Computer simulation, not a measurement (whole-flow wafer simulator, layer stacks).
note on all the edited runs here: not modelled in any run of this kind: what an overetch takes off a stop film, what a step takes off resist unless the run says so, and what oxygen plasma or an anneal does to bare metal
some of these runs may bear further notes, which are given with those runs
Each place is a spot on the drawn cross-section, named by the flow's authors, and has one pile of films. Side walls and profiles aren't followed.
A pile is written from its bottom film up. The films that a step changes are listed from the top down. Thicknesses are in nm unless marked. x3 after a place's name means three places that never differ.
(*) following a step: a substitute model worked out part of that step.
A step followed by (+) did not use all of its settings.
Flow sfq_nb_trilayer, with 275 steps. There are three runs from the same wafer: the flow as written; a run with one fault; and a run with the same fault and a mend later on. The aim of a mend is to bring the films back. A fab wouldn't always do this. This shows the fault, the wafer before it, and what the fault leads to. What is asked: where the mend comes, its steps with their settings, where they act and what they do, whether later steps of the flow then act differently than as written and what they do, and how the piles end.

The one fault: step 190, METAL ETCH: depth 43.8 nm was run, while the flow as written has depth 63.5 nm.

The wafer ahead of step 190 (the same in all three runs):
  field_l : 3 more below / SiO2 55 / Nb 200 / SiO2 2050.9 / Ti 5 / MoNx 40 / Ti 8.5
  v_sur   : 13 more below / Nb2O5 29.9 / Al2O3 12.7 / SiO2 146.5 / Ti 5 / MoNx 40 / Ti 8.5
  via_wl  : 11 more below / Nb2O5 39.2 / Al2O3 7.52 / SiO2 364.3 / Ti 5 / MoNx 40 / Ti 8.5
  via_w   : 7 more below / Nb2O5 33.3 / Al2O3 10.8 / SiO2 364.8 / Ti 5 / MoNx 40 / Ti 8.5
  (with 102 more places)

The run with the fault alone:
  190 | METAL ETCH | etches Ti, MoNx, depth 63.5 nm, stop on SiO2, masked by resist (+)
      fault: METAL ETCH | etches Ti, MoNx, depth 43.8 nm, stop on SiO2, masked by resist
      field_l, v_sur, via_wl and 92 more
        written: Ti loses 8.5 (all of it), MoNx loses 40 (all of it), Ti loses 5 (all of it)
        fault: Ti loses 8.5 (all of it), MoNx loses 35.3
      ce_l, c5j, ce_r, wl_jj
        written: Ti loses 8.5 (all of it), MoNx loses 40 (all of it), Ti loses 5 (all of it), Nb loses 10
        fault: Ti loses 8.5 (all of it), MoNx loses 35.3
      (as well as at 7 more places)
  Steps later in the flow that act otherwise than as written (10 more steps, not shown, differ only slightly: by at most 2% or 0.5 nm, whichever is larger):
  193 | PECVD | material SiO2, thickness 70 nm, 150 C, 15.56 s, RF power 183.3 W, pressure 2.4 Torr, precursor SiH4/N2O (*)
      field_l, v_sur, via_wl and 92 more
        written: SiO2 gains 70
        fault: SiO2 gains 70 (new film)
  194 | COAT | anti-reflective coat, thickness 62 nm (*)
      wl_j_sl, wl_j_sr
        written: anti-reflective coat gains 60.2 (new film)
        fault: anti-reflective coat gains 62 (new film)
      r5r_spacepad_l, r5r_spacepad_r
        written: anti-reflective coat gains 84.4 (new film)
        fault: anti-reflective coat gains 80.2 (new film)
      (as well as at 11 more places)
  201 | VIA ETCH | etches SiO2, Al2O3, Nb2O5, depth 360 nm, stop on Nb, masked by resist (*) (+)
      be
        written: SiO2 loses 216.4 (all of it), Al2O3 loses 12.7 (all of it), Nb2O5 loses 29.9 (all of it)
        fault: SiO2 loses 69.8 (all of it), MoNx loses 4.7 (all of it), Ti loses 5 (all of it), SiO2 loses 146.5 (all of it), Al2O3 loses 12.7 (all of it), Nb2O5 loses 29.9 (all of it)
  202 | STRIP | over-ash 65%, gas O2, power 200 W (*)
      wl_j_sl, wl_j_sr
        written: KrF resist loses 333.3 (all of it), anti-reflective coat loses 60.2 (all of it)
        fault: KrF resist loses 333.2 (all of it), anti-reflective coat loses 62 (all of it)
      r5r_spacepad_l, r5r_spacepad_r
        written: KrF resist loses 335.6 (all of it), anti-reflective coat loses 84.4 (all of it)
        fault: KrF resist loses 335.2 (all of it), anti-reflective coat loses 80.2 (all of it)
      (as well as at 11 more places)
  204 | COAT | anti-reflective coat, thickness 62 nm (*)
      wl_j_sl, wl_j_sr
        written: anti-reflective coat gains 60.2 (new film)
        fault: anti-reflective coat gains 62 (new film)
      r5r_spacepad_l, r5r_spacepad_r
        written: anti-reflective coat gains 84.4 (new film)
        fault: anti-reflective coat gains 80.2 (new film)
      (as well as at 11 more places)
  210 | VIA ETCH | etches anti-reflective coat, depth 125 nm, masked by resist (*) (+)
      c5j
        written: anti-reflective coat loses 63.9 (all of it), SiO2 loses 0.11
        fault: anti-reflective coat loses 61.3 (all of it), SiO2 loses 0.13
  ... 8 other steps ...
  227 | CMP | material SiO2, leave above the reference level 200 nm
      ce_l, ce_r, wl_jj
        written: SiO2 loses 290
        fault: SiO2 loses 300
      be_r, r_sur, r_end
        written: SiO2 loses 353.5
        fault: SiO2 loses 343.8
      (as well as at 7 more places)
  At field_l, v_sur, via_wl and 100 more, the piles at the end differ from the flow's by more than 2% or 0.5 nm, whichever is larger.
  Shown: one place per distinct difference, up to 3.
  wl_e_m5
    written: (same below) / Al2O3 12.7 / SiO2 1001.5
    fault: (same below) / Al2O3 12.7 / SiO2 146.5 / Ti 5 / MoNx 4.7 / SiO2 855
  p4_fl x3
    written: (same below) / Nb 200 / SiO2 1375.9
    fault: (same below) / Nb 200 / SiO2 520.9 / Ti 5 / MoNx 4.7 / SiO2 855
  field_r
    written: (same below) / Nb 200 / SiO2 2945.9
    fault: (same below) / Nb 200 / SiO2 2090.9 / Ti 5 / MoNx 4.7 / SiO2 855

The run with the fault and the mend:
  After step 190 comes the mend.
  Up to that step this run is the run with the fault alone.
  190a | METAL ETCH | etches Ti, MoNx, depth 19.7 nm, stop on SiO2, masked by resist (+) (a further turn of the flow's step 190, with different settings)
      field_l, v_sur, via_wl and 92 more
        MoNx loses 4.7 (all of it), Ti loses 5 (all of it)
      be_r, r_sur, res, r_end, r5r_line_l, r5r_line_c, r5r_line_r
        KrF resist loses 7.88
      ce_l, c5j, ce_r, wl_jj
        MoNx loses 4.7 (all of it), Ti loses 5 (all of it), Nb loses 10
  Every later step of the flow that is run acts as written at every place that is followed.
  The piles end the same as the flow's at every place that both follow.
